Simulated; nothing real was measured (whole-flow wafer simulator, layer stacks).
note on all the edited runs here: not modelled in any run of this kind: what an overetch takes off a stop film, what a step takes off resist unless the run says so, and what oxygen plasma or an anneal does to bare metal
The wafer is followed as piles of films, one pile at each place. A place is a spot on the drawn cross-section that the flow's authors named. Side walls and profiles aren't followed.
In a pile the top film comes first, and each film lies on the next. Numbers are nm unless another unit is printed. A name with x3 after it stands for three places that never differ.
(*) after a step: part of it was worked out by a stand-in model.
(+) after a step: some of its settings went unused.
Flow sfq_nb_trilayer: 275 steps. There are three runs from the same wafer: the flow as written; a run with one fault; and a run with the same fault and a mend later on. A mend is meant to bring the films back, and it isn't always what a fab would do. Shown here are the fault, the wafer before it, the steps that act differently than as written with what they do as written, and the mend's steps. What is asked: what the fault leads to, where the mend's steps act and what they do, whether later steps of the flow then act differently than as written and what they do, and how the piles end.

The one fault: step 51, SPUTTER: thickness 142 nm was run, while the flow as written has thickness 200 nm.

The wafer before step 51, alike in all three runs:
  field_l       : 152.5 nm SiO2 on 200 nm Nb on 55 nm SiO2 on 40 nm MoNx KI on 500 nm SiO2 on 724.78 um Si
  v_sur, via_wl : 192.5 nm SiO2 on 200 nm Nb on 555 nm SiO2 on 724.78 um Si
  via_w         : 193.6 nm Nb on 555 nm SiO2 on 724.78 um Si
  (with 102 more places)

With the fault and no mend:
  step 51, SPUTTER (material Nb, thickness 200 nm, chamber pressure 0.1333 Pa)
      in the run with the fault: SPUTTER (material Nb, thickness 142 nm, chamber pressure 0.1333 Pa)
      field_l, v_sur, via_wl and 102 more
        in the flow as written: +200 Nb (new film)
        in the run with the fault: +142 Nb (new film)
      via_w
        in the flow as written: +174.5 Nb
        in the run with the fault: +124.6 Nb
  Steps later in the flow that act otherwise than as written (not shown: 3 more steps that differ only slightly, by at most 2% or 0.5 nm, whichever is larger):
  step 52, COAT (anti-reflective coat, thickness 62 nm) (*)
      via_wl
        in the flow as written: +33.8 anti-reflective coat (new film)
        in the run with the fault: +32.9 anti-reflective coat (new film)
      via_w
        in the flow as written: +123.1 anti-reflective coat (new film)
        in the run with the fault: +120.5 anti-reflective coat (new film)
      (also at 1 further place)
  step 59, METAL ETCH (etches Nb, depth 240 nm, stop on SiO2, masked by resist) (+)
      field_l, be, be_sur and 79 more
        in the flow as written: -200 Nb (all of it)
        in the run with the fault: -142 Nb (all of it)
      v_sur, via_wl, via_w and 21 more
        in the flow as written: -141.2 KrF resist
        in the run with the fault: -125.3 KrF resist
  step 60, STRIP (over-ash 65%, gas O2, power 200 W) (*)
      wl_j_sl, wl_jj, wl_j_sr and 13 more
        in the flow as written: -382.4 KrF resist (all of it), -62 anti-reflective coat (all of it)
        in the run with the fault: -398.3 KrF resist (all of it), -62 anti-reflective coat (all of it)
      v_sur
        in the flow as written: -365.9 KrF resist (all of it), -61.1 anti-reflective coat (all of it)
        in the run with the fault: -382.2 KrF resist (all of it), -60.9 anti-reflective coat (all of it)
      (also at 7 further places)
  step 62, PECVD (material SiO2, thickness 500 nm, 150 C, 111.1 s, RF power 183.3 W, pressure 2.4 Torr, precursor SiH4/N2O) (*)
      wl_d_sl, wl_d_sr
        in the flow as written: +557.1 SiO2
        in the run with the fault: +500 SiO2
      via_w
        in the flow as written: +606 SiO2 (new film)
        in the run with the fault: +591.7 SiO2 (new film)
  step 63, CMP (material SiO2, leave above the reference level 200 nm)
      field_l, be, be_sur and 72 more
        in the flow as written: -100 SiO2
        in the run with the fault: -158 SiO2
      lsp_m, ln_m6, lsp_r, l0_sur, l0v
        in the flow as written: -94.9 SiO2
        in the run with the fault: -158 SiO2
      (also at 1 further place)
  At v_sur, via_wl, via_w and 86 more, the piles at the end differ from the flow's by more than 2% or 0.5 nm, whichever is larger.
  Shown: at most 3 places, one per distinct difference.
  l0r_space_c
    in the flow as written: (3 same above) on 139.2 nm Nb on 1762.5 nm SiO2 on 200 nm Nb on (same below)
    in the run with the fault: (3 same above) on 139.2 nm Nb on 1704.5 nm SiO2 on 200 nm Nb on (same below)
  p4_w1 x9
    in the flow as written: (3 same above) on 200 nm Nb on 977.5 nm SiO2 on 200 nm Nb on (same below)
    in the run with the fault: (3 same above) on 200 nm Nb on 919.5 nm SiO2 on 200 nm Nb on (same below)
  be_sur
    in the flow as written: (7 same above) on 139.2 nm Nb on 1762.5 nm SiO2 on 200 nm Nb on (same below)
    in the run with the fault: (7 same above) on 139.2 nm Nb on 1704.5 nm SiO2 on 200 nm Nb on (same below)

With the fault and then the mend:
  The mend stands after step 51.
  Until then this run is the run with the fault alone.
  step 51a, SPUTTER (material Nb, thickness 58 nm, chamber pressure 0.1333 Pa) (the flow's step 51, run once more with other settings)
      field_l, v_sur, via_wl and 102 more
        +58 Nb
      via_w
        +46.1 Nb
  None of the later steps of the flow differs from how it acts as written, at any place that is followed, by more than 2% or 0.5 nm, whichever is larger.
  The piles end only slightly different from the flow's at the places that both follow, by no more than 2% or 0.5 nm, whichever is larger.
